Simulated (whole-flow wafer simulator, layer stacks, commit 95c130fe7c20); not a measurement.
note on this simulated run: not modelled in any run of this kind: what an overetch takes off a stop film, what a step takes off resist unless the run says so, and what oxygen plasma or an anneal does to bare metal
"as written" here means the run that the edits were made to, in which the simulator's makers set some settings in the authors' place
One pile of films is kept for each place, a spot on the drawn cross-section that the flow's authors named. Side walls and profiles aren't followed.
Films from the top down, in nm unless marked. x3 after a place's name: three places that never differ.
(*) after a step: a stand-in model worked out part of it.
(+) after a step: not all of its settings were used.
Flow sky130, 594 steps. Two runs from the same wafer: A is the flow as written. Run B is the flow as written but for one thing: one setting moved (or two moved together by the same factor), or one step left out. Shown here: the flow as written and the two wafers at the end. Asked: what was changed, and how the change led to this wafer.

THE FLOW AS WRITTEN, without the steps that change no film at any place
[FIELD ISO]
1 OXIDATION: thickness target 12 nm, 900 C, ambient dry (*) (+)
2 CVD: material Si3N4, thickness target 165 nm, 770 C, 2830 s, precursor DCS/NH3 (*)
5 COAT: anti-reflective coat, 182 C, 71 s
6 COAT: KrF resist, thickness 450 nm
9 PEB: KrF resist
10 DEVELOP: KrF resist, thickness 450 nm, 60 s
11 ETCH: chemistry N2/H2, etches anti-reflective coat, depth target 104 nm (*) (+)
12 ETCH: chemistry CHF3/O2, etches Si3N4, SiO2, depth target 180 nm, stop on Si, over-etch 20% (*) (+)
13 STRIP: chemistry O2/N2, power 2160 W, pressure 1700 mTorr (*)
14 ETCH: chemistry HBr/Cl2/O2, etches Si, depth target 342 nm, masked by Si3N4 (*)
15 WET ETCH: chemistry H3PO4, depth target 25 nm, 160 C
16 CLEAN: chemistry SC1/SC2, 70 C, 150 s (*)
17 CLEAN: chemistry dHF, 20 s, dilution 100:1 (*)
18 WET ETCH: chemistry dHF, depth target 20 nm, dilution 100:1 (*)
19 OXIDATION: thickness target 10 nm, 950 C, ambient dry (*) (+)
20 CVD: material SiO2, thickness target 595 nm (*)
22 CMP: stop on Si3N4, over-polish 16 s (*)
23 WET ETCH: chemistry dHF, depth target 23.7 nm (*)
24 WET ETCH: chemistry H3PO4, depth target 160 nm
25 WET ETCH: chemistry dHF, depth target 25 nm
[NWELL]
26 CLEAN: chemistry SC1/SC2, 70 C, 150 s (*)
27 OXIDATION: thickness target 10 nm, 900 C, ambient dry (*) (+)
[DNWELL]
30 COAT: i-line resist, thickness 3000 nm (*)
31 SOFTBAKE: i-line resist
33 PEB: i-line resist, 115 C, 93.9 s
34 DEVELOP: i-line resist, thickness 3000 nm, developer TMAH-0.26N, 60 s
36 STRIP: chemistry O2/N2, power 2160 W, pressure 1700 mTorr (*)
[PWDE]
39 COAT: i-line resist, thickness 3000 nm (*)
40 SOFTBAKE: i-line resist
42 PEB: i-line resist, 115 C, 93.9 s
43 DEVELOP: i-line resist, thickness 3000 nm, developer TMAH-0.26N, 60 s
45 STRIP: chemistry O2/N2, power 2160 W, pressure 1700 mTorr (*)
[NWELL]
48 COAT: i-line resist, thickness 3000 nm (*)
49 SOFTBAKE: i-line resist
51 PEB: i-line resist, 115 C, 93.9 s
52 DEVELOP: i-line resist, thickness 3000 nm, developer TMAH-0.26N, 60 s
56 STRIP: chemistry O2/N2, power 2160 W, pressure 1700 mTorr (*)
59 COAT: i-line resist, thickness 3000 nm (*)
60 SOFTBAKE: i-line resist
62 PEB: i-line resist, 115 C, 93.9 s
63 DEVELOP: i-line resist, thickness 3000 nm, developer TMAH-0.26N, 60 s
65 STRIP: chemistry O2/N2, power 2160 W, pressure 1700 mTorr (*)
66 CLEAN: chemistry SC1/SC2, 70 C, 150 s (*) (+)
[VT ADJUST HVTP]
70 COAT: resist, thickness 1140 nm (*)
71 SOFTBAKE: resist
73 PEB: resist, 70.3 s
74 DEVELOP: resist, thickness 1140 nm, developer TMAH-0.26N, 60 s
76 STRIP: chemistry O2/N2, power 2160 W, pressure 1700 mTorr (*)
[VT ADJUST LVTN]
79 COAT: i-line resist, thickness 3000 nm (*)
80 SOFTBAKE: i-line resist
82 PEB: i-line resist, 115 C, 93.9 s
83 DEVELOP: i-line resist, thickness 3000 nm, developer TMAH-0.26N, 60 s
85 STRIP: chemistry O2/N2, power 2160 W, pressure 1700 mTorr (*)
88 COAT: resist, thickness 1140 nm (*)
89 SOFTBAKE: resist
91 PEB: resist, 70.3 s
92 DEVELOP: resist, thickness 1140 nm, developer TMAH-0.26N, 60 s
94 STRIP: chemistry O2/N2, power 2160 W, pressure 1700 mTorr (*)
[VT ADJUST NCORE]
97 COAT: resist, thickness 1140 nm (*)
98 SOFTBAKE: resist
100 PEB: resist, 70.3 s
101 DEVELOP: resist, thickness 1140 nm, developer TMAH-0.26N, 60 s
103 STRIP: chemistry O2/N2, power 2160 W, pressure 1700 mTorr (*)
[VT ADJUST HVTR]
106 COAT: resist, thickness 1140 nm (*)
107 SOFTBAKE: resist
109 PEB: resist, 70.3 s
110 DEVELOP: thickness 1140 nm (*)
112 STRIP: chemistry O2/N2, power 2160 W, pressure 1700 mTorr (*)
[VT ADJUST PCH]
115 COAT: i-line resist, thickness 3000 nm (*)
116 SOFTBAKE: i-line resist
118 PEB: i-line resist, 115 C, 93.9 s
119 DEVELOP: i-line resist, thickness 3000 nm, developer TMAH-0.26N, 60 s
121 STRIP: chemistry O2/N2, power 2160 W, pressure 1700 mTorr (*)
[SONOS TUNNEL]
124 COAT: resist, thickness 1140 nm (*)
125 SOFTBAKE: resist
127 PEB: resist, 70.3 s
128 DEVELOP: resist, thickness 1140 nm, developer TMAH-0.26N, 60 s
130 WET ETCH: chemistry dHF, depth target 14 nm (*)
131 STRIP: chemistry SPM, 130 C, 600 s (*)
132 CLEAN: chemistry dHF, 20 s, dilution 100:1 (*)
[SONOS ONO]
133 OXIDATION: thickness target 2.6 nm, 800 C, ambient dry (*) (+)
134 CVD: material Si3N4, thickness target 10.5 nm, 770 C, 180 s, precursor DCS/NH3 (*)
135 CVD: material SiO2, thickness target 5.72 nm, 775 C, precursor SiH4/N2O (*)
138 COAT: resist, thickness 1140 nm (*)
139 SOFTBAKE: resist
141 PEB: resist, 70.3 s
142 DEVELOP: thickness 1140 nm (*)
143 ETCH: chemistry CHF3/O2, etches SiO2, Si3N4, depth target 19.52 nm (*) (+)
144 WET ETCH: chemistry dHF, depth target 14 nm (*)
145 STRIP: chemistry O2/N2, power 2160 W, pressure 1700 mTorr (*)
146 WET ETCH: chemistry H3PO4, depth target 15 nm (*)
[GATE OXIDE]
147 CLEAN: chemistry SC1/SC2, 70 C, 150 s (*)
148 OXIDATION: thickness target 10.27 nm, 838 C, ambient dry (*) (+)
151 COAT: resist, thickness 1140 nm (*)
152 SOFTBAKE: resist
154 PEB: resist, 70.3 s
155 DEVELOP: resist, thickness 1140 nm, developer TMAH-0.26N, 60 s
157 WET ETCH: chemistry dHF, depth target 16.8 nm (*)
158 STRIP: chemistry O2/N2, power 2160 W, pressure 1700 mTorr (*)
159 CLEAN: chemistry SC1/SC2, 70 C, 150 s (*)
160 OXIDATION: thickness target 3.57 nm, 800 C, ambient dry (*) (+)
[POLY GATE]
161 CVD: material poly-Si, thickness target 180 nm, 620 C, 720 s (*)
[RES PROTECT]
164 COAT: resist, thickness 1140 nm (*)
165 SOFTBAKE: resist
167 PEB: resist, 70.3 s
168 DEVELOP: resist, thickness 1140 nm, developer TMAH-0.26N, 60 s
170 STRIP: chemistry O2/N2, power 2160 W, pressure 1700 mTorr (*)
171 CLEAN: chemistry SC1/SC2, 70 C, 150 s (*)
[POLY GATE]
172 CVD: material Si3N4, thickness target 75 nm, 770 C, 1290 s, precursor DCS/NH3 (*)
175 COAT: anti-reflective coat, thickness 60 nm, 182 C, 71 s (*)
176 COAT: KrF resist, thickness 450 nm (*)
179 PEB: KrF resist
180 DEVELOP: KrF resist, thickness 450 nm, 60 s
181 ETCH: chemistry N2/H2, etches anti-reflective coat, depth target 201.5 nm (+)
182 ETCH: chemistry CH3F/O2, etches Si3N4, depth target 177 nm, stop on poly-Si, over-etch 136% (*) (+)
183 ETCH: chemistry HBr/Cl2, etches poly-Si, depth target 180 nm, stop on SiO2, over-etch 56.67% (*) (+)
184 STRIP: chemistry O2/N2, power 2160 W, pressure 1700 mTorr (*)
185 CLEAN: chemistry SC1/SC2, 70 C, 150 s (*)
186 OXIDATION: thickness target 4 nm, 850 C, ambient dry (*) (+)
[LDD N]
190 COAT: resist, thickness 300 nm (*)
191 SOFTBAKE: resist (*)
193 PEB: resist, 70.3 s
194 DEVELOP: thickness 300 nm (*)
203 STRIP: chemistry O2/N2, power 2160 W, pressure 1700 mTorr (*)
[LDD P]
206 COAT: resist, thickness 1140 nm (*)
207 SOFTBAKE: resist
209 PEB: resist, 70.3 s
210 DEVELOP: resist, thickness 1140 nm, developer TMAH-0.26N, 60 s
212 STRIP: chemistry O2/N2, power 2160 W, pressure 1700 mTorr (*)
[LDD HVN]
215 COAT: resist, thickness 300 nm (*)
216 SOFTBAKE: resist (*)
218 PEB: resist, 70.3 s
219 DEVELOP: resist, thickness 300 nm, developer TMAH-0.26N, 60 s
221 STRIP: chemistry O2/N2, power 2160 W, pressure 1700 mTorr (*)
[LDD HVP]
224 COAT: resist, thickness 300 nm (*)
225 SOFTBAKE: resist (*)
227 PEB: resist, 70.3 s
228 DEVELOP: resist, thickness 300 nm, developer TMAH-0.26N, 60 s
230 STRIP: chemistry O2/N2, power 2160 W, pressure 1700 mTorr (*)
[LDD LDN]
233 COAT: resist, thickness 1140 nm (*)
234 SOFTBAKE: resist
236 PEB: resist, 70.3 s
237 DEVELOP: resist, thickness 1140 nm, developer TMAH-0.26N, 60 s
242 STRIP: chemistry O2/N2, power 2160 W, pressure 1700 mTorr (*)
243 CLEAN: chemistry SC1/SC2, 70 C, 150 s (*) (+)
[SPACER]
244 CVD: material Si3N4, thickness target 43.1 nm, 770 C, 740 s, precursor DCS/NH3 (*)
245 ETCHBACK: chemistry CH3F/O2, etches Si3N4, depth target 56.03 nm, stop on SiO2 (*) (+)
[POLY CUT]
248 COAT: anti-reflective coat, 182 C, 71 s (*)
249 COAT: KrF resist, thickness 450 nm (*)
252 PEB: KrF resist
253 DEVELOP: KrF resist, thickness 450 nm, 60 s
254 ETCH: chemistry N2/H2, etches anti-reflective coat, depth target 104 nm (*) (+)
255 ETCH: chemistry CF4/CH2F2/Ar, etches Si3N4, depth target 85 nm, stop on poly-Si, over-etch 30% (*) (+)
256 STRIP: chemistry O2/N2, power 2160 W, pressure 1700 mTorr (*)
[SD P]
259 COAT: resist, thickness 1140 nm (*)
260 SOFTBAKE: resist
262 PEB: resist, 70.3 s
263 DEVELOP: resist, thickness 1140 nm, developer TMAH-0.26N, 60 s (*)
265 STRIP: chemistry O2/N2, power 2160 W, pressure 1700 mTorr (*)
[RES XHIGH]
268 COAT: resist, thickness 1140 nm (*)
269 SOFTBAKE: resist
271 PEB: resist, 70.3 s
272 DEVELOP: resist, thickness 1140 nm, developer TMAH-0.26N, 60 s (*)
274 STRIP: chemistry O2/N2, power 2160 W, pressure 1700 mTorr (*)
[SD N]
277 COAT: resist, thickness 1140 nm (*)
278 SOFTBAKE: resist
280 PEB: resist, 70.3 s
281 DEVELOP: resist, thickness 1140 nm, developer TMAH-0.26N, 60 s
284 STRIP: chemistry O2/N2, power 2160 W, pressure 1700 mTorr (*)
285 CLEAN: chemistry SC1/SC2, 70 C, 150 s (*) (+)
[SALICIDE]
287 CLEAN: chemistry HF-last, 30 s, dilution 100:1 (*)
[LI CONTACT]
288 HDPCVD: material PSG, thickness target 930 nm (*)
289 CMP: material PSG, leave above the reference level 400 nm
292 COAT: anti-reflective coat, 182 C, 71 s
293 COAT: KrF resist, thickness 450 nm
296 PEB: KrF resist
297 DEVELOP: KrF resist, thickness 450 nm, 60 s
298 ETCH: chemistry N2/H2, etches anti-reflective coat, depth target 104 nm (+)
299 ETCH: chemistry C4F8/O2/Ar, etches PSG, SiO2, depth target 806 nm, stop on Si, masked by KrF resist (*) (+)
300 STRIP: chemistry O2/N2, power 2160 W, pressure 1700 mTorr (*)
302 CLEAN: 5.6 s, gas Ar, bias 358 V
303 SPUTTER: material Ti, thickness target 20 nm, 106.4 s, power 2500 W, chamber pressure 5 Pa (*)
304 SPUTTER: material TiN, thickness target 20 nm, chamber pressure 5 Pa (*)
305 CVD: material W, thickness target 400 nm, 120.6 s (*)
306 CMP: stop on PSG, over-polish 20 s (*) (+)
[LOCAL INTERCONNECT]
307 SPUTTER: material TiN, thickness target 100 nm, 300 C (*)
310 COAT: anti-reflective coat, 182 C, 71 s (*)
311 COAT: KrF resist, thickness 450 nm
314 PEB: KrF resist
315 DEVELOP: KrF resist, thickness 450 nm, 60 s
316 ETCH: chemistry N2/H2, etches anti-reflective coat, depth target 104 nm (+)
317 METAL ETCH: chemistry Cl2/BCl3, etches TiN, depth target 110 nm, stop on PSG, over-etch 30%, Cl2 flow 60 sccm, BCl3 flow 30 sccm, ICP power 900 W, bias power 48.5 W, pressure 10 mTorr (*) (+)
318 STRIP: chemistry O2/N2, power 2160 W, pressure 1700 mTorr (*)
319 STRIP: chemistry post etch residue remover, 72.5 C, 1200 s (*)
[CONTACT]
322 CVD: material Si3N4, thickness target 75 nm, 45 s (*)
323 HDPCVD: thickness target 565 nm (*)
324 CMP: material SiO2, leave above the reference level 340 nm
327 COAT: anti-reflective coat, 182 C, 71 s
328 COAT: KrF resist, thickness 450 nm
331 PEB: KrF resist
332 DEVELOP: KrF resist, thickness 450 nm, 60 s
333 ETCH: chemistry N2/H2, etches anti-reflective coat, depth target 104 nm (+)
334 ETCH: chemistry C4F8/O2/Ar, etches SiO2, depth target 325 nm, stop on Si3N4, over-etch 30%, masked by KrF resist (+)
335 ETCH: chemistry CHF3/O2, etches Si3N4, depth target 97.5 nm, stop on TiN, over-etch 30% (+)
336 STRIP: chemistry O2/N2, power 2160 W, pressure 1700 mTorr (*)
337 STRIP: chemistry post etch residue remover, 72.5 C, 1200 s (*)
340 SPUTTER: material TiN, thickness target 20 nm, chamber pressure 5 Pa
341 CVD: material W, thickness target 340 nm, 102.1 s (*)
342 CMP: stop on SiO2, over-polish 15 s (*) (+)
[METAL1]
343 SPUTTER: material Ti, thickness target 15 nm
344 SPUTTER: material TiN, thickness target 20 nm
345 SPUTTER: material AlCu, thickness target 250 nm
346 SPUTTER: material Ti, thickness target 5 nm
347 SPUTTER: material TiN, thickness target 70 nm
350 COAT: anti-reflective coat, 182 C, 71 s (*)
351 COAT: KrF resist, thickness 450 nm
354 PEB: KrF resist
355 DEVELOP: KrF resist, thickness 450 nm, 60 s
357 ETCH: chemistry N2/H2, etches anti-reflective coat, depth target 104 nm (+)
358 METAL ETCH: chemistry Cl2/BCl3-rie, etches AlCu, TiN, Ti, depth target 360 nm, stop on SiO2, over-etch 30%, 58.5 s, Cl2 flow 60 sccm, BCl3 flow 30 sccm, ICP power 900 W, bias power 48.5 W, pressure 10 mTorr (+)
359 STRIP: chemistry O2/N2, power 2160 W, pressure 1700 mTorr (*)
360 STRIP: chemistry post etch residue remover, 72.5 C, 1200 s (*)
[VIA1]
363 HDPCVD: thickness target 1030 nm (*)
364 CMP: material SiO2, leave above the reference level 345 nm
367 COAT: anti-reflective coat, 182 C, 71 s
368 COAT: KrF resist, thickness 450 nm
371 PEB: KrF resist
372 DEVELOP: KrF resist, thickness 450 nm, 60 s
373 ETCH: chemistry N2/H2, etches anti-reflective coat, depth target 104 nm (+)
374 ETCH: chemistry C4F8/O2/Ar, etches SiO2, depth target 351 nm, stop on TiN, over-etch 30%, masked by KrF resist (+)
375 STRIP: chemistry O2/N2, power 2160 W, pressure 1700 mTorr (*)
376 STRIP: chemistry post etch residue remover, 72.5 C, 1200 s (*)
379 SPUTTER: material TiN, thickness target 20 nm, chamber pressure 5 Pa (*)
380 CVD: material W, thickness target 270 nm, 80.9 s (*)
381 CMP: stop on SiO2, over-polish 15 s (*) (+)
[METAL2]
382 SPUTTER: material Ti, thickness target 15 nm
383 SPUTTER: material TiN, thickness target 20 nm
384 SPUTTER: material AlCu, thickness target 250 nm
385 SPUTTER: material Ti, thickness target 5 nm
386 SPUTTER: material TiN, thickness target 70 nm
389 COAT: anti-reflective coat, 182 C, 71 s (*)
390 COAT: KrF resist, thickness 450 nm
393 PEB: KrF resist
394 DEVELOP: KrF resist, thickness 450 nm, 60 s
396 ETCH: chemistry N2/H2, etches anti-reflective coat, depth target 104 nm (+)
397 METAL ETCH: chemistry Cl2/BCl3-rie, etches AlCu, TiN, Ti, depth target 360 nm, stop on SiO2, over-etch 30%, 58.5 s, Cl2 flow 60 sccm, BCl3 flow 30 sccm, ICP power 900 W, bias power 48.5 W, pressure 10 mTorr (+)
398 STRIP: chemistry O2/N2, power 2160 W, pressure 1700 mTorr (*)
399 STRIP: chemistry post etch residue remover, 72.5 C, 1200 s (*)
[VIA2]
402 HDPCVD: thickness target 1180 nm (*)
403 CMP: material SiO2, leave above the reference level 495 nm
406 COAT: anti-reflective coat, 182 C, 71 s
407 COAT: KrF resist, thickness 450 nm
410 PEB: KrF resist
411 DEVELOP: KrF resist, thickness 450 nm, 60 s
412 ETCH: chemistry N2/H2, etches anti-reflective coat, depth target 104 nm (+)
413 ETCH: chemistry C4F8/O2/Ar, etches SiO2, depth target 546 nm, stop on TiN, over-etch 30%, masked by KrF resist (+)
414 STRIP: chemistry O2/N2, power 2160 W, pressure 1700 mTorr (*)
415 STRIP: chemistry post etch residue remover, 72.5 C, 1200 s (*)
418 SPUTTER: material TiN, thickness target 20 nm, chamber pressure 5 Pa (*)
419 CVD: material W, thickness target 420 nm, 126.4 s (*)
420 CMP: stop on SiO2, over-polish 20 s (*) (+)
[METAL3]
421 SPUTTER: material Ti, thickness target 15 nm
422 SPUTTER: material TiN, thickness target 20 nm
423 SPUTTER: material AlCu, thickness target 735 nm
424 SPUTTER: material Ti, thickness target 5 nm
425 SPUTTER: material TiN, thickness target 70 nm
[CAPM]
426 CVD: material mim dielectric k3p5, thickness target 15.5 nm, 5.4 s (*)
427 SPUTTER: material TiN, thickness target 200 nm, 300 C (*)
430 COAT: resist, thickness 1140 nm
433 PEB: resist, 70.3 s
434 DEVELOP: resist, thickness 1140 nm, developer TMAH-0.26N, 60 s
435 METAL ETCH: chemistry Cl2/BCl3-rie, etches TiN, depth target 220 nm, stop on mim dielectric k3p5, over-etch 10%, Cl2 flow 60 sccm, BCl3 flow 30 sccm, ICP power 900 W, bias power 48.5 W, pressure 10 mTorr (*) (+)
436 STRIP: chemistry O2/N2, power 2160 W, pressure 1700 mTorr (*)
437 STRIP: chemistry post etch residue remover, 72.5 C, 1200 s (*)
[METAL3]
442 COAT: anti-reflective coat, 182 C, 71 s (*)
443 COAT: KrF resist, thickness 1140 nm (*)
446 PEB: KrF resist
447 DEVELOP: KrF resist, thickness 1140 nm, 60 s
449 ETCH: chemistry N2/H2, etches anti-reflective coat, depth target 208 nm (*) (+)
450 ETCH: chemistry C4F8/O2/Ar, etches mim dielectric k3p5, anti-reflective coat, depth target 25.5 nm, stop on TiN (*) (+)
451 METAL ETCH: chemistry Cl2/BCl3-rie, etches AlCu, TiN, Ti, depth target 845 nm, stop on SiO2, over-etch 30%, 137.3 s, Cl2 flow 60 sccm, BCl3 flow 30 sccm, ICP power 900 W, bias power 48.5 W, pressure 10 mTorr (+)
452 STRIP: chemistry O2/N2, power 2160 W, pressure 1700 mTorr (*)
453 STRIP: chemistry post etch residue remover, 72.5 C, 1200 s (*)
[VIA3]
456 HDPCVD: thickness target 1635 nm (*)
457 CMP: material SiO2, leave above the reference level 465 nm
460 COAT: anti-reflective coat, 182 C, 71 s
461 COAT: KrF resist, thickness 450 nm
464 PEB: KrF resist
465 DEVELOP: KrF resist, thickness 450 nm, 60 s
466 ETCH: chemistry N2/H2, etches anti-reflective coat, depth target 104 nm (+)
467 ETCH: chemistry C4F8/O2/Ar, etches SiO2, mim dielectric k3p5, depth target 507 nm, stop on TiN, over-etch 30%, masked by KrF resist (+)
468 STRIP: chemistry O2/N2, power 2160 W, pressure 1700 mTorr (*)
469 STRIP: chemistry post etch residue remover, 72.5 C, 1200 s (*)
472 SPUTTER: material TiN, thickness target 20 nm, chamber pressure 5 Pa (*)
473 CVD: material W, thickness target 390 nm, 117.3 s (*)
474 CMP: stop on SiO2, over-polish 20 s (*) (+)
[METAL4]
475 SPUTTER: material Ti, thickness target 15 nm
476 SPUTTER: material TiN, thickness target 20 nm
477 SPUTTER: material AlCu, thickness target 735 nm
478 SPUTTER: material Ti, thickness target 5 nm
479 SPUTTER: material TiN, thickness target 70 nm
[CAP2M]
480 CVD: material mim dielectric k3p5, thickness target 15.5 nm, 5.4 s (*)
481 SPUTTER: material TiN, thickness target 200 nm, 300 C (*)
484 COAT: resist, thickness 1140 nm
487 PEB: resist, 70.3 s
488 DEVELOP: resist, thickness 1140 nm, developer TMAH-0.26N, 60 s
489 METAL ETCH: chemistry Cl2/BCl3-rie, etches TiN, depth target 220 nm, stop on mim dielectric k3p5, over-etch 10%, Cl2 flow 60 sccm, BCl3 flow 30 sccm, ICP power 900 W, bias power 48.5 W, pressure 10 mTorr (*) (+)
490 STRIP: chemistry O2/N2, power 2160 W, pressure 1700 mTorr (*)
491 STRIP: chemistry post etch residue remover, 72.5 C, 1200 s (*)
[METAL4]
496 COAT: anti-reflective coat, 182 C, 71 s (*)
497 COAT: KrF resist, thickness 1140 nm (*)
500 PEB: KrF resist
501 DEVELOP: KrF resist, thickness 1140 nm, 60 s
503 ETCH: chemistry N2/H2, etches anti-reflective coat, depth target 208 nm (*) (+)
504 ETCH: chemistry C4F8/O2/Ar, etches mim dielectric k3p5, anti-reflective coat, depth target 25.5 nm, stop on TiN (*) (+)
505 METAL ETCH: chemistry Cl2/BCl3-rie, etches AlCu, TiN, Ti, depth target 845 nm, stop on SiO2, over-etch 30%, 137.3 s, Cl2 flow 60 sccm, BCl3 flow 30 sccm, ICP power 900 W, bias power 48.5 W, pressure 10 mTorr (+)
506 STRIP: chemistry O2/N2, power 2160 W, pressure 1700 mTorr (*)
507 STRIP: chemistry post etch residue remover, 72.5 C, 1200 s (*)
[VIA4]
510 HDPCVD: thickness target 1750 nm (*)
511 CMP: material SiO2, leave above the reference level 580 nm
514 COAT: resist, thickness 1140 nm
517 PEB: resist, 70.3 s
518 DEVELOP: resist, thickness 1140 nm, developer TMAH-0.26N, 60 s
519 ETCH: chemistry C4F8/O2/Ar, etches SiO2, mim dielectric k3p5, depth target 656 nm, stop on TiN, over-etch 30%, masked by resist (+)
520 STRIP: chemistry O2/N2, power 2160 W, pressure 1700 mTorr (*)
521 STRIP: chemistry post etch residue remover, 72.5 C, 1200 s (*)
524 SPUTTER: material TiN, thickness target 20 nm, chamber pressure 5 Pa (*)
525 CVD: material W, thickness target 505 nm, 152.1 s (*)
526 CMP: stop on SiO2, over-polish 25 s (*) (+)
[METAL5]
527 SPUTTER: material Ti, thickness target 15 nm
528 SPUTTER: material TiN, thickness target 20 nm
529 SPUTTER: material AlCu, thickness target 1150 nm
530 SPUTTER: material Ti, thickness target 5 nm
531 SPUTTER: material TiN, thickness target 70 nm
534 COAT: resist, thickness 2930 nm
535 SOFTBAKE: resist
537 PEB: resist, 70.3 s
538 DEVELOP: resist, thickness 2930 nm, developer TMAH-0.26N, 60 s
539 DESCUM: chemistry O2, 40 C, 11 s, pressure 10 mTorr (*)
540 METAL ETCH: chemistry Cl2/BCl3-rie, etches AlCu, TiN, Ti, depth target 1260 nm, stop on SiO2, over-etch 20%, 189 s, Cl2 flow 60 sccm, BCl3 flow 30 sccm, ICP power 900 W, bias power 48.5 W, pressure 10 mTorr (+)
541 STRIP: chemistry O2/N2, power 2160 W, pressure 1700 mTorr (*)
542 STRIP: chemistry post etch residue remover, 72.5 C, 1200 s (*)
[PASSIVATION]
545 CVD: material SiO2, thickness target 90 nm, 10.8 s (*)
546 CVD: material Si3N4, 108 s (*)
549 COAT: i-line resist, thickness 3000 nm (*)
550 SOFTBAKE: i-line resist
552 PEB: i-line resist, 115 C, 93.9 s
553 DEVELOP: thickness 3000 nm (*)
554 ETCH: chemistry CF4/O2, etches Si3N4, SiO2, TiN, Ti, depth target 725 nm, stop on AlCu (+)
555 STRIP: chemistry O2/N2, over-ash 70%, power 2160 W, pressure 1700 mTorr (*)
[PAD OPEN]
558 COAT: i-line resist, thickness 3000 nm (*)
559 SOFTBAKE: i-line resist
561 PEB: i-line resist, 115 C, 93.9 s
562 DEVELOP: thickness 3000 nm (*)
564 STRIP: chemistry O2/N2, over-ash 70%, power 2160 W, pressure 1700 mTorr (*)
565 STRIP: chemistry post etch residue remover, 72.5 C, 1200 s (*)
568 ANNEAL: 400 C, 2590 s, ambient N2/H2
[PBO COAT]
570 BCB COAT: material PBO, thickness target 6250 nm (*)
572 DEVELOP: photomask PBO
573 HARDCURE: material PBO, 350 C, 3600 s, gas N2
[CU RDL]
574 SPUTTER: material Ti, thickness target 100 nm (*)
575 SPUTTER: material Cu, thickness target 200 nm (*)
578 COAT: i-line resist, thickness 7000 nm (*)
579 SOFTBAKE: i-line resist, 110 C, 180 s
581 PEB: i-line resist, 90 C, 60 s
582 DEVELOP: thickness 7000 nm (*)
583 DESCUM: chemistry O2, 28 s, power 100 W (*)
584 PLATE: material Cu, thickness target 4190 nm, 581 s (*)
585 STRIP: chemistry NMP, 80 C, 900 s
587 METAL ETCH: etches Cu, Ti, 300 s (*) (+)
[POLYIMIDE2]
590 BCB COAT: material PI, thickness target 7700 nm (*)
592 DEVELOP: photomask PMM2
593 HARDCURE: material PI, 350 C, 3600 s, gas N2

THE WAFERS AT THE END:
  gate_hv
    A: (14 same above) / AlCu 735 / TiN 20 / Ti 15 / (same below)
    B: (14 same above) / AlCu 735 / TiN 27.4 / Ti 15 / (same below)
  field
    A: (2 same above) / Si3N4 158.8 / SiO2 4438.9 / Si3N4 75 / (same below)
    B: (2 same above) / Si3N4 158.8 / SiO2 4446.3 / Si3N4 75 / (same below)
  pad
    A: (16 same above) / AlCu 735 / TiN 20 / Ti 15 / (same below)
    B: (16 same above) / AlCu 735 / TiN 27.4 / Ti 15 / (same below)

The cause: step 422, SPUTTER: thickness target 27.4 nm was run, where the flow has thickness target 20 nm.
It can be read off the wafer: gate_hv has TiN 27.4, and step 422 as written asks for 20 nm.

How the change led to this, step by step:
  422 SPUTTER: material TiN, thickness target 20 nm
      field, active, n_well and 188 more: A TiN +20 (new film) | B TiN +27.4 (new film)
  451 METAL ETCH: chemistry Cl2/BCl3-rie, etches AlCu, TiN, Ti, depth target 845 nm, stop on SiO2, over-etch 30%, 137.3 s, Cl2 flow 60 sccm, BCl3 flow 30 sccm, ICP power 900 W, bias power 48.5 W, pressure 10 mTorr (+)
      field, gate, spacer and 68 more: A TiN -70 (all of it), Ti -5 (all of it), AlCu -735 (all of it), TiN -20 (all of it), Ti -15 (all of it), SiO2 -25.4 | B TiN -70 (all of it), Ti -5 (all of it), AlCu -735 (all of it), TiN -27.4 (all of it), Ti -15 (all of it), SiO2 -24.6
      active, vpp_ln, vpp_iso2 and 11 more: A TiN -70 (all of it), Ti -5 (all of it), AlCu -735 (all of it), TiN -20 (all of it), Ti -15 (all of it), SiO2 -25.3 | B TiN -70 (all of it), Ti -5 (all of it), AlCu -735 (all of it), TiN -27.4 (all of it), Ti -15 (all of it), SiO2 -24.6
  550 SOFTBAKE: i-line resist
      via1_hole: A i-line resist -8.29 | B i-line resist -7.42
      via1_enc: A i-line resist -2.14 | B i-line resist -1.33
  559 SOFTBAKE: i-line resist
      via1_hole: A i-line resist -8.29 | B i-line resist -7.42
      via1_enc: A i-line resist -2.14 | B i-line resist -1.33
